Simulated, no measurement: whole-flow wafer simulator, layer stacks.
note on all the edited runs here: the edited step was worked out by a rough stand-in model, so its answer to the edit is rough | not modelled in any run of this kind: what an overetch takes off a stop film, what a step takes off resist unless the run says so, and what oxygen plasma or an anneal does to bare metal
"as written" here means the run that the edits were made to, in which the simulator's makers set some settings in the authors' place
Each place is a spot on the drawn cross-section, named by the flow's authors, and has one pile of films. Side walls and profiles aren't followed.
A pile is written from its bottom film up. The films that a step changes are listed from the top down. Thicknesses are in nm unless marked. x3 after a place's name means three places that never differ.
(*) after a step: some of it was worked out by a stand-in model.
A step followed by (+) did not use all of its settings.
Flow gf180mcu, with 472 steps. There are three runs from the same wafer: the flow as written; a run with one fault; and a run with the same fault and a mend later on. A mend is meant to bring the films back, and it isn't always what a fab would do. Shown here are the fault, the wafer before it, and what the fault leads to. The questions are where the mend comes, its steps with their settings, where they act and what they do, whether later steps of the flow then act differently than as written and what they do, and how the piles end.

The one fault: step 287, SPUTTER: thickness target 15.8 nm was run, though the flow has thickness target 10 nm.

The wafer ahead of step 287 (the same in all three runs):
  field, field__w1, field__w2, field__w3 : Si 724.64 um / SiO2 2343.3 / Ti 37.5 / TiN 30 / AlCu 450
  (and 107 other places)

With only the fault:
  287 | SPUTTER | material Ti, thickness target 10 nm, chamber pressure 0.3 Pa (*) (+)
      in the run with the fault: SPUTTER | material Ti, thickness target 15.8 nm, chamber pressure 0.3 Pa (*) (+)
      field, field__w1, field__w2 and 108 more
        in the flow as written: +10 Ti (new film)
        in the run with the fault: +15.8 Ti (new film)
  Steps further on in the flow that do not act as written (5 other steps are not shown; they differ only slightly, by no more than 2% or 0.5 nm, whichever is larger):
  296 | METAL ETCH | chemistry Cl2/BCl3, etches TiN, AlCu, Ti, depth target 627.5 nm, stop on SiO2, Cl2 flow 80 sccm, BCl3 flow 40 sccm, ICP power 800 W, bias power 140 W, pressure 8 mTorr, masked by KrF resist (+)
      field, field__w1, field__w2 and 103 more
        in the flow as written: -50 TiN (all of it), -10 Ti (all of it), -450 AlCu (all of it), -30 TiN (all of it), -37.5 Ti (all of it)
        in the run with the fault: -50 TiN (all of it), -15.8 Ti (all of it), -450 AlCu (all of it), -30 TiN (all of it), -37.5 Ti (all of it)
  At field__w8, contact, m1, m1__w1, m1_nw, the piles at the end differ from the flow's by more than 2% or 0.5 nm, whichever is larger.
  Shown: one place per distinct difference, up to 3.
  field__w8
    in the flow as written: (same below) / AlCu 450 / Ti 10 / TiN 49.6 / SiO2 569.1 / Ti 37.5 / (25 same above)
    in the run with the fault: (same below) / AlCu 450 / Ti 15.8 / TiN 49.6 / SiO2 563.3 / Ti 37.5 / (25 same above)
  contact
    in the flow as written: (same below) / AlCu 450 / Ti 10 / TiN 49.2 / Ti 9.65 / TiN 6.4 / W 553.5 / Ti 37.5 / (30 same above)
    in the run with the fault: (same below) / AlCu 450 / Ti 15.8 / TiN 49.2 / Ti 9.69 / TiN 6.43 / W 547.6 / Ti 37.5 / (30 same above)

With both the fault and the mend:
  The mend stands after step 295.
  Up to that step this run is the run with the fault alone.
  296 | METAL ETCH | chemistry Cl2/BCl3, etches TiN, AlCu, Ti, depth target 633.3 nm, stop on SiO2, Cl2 flow 80 sccm, BCl3 flow 40 sccm, ICP power 800 W, bias power 140 W, pressure 8 mTorr, masked by KrF resist (+) (the flow's step 296, where the flow has depth target 627.5 nm)
      field, field__w1, field__w2 and 103 more
        -50 TiN (all of it), -15.8 Ti (all of it), -450 AlCu (all of it), -30 TiN (all of it), -37.5 Ti (all of it)
      field__w8, contact, m1, m1__w1, m1_nw
        -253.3 KrF resist
  None of the later steps of the flow differs from how it acts as written, at any place that is followed, by more than 2% or 0.5 nm, whichever is larger.
  At field__w8, contact, m1, m1__w1, m1_nw, the piles at the end differ from the flow's by more than 2% or 0.5 nm, whichever is larger.
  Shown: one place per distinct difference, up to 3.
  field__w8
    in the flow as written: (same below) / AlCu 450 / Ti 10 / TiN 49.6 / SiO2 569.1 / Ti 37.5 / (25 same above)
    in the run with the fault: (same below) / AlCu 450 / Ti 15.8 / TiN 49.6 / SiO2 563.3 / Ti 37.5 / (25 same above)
    in the run with the mend: (same below) / AlCu 450 / Ti 15.8 / TiN 49.6 / SiO2 563.3 / Ti 37.5 / (25 same above)
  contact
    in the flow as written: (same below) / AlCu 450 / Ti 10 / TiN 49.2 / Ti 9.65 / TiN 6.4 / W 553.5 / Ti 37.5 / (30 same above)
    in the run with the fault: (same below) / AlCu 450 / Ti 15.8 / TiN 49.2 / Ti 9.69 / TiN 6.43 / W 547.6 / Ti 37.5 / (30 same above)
    in the run with the mend: (same below) / AlCu 450 / Ti 15.8 / TiN 49.2 / Ti 9.69 / TiN 6.43 / W 547.6 / Ti 37.5 / (30 same above)
